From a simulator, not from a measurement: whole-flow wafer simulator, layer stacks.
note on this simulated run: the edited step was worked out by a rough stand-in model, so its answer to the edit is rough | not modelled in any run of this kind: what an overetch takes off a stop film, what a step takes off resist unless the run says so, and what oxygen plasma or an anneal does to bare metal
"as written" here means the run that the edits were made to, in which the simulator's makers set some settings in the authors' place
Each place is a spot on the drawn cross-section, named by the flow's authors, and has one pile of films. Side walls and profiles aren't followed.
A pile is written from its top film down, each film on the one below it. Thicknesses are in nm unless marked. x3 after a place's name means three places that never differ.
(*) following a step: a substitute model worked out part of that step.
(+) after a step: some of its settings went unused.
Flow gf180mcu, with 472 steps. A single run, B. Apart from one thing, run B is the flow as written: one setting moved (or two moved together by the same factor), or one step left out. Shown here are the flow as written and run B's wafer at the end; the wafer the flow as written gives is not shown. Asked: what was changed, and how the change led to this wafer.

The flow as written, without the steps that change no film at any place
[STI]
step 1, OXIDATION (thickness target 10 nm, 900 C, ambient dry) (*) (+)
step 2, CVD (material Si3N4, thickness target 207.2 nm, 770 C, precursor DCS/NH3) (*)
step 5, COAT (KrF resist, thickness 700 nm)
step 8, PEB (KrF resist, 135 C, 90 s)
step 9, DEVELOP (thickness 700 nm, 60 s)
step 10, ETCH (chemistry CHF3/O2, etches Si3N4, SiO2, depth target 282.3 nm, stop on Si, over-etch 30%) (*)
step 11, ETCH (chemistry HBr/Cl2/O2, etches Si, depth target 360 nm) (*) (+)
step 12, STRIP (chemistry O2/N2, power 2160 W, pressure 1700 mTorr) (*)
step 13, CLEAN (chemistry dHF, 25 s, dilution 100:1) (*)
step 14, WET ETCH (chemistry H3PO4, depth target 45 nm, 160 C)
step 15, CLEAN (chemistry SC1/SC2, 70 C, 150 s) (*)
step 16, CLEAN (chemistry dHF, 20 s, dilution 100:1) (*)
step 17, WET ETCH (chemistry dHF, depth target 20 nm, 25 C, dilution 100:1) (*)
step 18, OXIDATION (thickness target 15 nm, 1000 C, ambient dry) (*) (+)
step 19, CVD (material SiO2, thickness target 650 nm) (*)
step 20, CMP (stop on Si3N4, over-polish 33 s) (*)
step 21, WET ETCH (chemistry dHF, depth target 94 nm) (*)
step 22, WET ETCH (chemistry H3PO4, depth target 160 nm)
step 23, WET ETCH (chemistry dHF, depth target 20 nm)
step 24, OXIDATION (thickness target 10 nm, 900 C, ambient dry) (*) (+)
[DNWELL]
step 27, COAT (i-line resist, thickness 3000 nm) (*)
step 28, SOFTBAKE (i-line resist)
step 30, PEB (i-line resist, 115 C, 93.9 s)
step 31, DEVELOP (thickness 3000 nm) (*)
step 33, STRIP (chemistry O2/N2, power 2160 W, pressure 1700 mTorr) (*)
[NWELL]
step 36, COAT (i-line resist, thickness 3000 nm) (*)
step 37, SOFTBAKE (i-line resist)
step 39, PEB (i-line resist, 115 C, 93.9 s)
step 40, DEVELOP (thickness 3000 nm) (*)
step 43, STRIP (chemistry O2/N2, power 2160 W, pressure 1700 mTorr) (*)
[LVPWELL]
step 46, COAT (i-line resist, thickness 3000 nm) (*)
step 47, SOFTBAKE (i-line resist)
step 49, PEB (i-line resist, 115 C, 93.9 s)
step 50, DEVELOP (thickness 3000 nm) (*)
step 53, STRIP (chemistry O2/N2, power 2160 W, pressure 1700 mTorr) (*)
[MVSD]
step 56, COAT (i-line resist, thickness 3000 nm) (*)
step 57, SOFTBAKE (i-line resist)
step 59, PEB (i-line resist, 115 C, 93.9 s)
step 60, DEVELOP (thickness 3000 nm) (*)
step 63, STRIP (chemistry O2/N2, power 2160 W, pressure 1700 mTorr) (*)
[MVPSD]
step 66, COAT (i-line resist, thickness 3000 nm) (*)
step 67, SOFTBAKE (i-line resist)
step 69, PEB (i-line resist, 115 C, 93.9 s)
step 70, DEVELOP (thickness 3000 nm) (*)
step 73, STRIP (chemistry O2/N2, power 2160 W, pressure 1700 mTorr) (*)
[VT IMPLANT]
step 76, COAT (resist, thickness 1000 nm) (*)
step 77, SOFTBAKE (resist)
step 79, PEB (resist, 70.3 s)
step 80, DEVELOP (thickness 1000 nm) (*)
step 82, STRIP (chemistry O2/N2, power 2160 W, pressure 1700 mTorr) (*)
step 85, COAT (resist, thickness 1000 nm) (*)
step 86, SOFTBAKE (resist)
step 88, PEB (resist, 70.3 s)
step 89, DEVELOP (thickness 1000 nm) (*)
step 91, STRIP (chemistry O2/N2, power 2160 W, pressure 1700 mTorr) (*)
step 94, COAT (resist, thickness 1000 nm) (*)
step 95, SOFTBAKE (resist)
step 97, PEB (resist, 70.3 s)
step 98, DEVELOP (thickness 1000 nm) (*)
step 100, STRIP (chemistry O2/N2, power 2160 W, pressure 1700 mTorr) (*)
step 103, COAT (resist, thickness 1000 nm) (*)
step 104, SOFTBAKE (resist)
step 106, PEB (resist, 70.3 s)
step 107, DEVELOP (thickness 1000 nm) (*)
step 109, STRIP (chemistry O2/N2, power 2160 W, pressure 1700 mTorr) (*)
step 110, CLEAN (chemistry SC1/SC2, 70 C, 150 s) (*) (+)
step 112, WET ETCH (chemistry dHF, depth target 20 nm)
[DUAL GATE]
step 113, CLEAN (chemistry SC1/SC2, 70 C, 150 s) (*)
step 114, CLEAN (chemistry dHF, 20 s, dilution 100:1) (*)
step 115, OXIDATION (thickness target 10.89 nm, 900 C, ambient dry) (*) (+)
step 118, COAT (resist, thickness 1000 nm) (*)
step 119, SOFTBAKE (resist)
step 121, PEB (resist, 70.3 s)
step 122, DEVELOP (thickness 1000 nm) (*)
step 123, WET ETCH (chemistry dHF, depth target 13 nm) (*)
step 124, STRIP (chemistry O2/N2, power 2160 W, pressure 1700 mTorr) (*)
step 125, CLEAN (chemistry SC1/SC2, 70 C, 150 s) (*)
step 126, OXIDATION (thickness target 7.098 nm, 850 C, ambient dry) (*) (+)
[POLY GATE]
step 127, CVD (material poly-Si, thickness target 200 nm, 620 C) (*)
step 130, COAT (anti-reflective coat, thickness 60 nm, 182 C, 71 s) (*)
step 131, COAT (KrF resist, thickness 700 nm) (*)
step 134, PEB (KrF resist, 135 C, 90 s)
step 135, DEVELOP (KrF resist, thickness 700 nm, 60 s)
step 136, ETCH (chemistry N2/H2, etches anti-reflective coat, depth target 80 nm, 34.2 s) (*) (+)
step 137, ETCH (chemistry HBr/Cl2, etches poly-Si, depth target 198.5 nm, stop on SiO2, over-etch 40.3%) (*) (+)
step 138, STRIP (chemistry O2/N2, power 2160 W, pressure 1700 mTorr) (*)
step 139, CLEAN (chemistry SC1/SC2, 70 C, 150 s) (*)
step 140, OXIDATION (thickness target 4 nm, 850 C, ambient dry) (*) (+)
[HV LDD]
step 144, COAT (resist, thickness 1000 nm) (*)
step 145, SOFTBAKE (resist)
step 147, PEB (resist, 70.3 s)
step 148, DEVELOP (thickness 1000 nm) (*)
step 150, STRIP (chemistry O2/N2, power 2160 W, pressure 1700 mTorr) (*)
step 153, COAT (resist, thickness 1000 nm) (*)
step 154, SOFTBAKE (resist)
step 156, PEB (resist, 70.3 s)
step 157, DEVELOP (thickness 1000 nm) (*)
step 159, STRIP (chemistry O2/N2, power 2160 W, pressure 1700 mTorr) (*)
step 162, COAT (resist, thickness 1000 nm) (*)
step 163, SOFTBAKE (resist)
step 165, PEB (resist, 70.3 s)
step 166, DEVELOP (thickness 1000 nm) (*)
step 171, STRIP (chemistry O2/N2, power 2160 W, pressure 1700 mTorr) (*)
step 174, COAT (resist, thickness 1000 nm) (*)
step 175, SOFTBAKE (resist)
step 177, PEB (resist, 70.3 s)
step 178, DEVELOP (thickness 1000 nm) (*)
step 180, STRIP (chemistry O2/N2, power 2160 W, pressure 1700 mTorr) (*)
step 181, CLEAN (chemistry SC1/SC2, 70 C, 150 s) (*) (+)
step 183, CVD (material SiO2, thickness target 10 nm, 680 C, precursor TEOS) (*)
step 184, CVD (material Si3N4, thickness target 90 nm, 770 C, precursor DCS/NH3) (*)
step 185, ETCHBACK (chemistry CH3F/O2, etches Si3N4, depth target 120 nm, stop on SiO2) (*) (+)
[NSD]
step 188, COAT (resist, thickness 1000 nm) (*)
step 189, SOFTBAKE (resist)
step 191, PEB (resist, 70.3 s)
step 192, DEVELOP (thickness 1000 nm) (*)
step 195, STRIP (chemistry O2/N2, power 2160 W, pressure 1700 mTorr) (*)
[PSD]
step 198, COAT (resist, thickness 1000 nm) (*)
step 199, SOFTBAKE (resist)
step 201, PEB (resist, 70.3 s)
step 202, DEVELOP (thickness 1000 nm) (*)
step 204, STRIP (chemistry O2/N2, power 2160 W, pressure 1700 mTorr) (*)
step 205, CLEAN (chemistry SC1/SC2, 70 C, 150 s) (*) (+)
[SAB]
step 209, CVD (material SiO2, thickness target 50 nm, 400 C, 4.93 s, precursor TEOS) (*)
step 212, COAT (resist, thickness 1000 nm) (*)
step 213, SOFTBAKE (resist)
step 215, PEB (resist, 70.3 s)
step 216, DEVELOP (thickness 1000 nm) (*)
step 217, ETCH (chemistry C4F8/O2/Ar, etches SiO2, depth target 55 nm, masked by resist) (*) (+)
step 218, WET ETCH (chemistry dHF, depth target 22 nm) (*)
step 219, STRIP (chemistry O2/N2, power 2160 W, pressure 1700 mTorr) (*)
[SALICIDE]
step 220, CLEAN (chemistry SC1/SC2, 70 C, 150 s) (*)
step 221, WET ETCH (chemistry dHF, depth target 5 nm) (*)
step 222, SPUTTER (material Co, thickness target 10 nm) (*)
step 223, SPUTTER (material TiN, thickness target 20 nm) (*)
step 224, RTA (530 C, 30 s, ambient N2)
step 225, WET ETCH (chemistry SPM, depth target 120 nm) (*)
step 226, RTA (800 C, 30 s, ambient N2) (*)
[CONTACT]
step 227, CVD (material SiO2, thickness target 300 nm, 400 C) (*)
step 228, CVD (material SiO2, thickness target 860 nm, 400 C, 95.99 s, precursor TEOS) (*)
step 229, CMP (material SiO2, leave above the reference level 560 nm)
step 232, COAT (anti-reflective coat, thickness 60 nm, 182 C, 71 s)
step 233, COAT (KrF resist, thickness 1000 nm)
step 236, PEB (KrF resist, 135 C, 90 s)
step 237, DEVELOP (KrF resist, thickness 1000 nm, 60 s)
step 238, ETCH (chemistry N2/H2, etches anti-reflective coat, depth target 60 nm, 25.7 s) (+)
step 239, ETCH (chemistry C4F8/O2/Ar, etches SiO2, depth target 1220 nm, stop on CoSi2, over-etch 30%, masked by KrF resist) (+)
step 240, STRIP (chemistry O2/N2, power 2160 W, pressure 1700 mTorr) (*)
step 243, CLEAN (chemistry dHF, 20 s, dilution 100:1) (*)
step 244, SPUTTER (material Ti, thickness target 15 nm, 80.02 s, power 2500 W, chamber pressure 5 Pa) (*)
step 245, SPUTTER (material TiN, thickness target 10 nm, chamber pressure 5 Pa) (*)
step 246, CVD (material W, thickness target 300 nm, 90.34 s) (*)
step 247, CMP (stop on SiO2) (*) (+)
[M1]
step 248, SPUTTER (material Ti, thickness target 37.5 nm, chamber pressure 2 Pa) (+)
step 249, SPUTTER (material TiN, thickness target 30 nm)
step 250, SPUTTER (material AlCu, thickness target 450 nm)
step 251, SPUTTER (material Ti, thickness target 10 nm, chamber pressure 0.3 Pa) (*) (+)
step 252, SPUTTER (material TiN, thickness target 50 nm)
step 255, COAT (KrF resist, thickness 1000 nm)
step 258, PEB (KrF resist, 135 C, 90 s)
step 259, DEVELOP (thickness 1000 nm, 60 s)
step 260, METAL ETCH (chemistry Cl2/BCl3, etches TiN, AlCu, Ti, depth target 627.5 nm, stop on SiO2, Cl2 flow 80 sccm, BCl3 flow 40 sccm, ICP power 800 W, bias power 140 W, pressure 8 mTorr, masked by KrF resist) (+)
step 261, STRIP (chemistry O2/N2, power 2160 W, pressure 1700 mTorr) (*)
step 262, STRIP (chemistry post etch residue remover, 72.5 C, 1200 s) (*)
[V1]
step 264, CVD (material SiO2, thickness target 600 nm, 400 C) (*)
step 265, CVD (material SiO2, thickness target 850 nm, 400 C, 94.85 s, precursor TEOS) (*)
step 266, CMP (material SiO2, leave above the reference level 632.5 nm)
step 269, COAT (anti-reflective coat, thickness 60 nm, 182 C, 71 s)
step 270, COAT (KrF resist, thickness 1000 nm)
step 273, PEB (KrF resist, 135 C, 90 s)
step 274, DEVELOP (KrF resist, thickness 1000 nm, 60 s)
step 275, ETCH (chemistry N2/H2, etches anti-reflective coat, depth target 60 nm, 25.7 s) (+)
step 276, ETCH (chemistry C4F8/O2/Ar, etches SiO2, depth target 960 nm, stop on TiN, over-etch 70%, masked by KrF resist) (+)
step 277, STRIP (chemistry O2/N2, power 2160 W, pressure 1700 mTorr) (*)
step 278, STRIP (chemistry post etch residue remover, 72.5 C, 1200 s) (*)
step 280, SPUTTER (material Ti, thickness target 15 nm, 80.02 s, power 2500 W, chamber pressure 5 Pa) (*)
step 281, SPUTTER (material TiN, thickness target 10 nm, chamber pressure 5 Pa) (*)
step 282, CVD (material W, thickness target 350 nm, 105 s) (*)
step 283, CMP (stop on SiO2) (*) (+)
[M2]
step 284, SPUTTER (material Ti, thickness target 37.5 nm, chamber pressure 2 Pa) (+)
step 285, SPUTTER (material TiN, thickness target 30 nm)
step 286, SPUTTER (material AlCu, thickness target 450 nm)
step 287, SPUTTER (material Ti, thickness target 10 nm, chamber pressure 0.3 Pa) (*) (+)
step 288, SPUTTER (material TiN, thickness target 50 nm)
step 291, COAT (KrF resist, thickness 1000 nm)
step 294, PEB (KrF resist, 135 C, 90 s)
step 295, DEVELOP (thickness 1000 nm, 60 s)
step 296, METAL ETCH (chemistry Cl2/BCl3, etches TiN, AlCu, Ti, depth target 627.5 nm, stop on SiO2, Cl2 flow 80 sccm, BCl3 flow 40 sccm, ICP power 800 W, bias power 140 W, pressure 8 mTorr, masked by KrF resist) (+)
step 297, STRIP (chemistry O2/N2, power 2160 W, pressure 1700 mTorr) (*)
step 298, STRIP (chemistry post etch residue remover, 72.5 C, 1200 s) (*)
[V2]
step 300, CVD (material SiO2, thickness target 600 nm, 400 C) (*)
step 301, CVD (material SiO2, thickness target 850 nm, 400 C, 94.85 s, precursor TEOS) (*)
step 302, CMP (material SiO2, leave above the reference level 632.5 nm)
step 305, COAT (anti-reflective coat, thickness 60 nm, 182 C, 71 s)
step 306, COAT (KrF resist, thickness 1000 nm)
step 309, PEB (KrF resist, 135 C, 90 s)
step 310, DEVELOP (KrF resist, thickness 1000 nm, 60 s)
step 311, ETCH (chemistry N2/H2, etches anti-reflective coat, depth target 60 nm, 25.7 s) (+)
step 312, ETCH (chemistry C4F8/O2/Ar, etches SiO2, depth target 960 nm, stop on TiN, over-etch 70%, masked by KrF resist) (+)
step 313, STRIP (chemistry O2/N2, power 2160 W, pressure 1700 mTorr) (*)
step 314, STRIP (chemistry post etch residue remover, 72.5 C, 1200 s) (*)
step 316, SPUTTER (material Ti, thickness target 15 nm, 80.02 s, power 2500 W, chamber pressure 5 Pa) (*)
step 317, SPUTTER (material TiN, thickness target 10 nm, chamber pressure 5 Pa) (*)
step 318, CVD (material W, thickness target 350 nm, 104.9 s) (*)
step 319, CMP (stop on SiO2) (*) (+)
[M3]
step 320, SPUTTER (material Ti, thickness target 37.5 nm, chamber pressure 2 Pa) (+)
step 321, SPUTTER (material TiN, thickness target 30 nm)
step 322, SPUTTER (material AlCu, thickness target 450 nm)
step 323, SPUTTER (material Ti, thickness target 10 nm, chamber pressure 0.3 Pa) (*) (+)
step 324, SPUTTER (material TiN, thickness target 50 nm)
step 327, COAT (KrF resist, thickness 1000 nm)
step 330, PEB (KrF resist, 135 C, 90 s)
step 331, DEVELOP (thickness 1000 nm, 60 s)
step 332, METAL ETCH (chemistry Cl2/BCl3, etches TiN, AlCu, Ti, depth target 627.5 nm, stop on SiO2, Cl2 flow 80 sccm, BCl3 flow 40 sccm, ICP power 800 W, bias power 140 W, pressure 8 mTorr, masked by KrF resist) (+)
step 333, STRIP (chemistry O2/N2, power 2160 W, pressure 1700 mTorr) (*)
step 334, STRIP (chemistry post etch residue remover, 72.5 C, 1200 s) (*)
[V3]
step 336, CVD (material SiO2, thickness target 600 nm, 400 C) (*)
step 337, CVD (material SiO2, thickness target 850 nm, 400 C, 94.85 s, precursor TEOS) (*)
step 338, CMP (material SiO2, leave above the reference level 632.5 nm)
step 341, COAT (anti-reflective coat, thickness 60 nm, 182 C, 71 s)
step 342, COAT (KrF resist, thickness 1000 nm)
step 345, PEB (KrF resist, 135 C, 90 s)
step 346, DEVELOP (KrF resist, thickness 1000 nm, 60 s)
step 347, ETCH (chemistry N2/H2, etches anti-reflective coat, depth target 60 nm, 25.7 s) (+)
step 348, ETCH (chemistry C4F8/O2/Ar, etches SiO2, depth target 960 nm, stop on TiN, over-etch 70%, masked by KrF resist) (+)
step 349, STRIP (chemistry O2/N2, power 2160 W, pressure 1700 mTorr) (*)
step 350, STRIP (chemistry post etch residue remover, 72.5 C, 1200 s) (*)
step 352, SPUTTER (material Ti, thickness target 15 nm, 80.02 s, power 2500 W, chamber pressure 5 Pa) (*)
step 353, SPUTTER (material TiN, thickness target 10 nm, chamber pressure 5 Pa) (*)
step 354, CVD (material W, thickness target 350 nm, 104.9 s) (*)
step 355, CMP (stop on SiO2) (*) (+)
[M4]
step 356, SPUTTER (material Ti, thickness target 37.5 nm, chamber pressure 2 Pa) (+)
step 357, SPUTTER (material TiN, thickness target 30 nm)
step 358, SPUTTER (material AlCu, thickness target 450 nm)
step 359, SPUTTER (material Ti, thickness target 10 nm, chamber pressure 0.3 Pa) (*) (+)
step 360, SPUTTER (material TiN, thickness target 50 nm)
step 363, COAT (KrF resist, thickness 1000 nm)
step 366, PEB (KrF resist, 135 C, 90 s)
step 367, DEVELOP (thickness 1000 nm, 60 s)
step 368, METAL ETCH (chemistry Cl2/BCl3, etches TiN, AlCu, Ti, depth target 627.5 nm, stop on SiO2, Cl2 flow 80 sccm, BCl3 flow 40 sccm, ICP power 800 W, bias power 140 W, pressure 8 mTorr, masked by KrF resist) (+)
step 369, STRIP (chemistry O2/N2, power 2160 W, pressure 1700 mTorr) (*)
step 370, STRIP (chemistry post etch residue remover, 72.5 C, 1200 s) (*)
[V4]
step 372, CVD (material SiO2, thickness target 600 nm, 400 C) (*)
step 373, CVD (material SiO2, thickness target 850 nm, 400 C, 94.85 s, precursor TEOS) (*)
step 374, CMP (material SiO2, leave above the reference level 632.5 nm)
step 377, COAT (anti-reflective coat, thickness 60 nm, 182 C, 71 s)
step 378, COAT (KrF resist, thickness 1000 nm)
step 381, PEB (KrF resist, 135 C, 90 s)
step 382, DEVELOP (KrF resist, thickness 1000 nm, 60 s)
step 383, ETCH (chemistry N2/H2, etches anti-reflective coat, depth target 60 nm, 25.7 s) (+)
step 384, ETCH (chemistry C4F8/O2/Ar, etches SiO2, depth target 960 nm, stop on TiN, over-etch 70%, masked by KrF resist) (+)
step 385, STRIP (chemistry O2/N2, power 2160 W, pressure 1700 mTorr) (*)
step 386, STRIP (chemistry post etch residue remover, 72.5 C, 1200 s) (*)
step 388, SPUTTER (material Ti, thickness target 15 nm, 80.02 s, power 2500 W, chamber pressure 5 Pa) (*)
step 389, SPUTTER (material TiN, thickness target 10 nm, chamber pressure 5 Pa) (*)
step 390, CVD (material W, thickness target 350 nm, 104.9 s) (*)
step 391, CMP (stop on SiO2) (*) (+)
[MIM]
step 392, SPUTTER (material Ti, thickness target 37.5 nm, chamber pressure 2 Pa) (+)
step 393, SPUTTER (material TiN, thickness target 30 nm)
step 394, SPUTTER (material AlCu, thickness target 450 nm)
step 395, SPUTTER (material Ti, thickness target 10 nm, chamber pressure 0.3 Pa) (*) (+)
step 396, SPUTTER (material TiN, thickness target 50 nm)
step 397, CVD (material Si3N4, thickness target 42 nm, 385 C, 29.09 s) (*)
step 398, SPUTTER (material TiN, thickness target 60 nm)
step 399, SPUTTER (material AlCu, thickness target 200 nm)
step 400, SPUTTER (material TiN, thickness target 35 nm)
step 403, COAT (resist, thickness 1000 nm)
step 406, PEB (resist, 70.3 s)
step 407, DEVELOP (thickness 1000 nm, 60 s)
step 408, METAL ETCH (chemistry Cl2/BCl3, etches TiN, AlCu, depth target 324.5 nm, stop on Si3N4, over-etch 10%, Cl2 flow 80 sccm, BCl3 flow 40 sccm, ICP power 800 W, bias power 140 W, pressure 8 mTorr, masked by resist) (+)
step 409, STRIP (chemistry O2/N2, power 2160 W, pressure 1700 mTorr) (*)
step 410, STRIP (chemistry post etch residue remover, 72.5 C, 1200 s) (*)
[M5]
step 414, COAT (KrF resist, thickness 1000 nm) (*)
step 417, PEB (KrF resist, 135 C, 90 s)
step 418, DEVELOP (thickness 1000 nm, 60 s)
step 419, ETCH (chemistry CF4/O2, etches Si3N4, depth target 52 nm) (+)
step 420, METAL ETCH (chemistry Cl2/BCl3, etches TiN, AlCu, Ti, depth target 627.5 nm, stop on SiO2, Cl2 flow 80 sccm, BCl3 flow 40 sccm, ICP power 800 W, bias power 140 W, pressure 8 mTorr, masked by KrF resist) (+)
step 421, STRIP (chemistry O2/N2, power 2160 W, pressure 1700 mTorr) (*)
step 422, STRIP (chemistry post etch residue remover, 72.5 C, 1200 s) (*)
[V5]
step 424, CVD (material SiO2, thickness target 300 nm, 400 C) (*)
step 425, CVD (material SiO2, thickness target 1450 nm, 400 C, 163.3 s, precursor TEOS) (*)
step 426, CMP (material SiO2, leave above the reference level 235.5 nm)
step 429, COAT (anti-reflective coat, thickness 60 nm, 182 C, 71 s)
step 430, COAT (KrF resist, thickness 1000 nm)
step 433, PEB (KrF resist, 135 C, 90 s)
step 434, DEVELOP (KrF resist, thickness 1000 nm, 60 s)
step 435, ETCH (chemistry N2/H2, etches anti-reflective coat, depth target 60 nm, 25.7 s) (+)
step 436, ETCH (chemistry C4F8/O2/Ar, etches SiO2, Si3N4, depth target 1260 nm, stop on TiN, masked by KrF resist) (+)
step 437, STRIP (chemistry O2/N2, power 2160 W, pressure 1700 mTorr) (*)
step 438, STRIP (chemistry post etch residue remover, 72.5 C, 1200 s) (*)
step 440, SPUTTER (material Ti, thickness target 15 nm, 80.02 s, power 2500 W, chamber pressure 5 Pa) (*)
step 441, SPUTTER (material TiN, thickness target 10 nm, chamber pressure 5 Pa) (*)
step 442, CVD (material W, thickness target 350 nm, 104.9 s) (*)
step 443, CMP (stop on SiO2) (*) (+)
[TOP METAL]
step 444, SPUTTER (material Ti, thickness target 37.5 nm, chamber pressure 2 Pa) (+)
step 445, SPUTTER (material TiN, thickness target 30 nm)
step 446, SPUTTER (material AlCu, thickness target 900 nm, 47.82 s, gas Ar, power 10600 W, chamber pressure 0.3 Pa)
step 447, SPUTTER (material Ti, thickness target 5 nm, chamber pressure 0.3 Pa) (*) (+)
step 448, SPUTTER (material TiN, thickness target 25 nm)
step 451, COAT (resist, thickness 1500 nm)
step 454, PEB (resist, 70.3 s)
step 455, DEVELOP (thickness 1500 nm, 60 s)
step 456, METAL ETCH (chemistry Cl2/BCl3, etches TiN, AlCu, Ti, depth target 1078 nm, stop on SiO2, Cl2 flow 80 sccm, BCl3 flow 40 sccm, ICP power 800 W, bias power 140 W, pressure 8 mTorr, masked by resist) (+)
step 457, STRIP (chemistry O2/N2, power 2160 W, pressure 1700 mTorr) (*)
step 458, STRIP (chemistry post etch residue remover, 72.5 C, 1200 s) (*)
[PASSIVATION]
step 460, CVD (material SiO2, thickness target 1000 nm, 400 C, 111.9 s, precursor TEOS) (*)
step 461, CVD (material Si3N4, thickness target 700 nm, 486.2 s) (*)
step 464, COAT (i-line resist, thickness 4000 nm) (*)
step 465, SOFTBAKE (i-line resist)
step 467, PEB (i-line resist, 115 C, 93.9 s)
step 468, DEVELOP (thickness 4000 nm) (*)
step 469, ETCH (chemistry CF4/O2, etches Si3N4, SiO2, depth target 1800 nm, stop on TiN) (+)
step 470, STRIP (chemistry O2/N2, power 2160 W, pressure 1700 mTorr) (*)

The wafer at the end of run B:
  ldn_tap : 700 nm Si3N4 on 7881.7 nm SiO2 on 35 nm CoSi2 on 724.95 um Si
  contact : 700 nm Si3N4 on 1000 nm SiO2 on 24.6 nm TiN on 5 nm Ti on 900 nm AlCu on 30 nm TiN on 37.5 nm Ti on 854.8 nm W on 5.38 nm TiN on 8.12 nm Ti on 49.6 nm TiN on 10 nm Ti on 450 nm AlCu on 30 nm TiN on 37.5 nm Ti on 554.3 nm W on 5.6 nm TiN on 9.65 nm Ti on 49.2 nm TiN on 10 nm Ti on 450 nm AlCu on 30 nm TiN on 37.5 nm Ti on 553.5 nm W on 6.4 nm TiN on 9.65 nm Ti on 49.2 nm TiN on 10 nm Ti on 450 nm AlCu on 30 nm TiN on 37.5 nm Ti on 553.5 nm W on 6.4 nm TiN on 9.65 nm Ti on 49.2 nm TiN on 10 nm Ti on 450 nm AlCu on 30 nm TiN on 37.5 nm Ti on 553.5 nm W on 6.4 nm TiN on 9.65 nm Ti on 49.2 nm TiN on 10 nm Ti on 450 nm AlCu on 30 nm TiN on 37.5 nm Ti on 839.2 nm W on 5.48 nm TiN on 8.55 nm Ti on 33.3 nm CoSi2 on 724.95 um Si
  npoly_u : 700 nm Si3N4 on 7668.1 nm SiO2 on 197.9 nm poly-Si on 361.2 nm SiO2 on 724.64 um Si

The reason: step 389, SPUTTER: thickness target 8.75 nm was run, though the flow has thickness target 10 nm.

The path from the change to this, step by step:
  step 389, SPUTTER (material TiN, thickness target 10 nm, chamber pressure 5 Pa) (*)
      field, field__w1, field__w2 and 107 more: TiN gains 8.75 (new film) (in the flow as written it would be: TiN gains 10 (new film))
      contact: TiN gains 5.6 (new film) (in the flow as written it would be: TiN gains 6.4 (new film))
  step 391, CMP (stop on SiO2) (*) (+)
      field, field__w1, field__w2 and 107 more: W loses 350 (all of it), TiN loses 8.75 (all of it), Ti loses 15 (all of it), SiO2 loses 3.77 (in the flow as written it would be: W loses 350 (all of it), TiN loses 10 (all of it), Ti loses 15 (all of it), SiO2 loses 3.78)
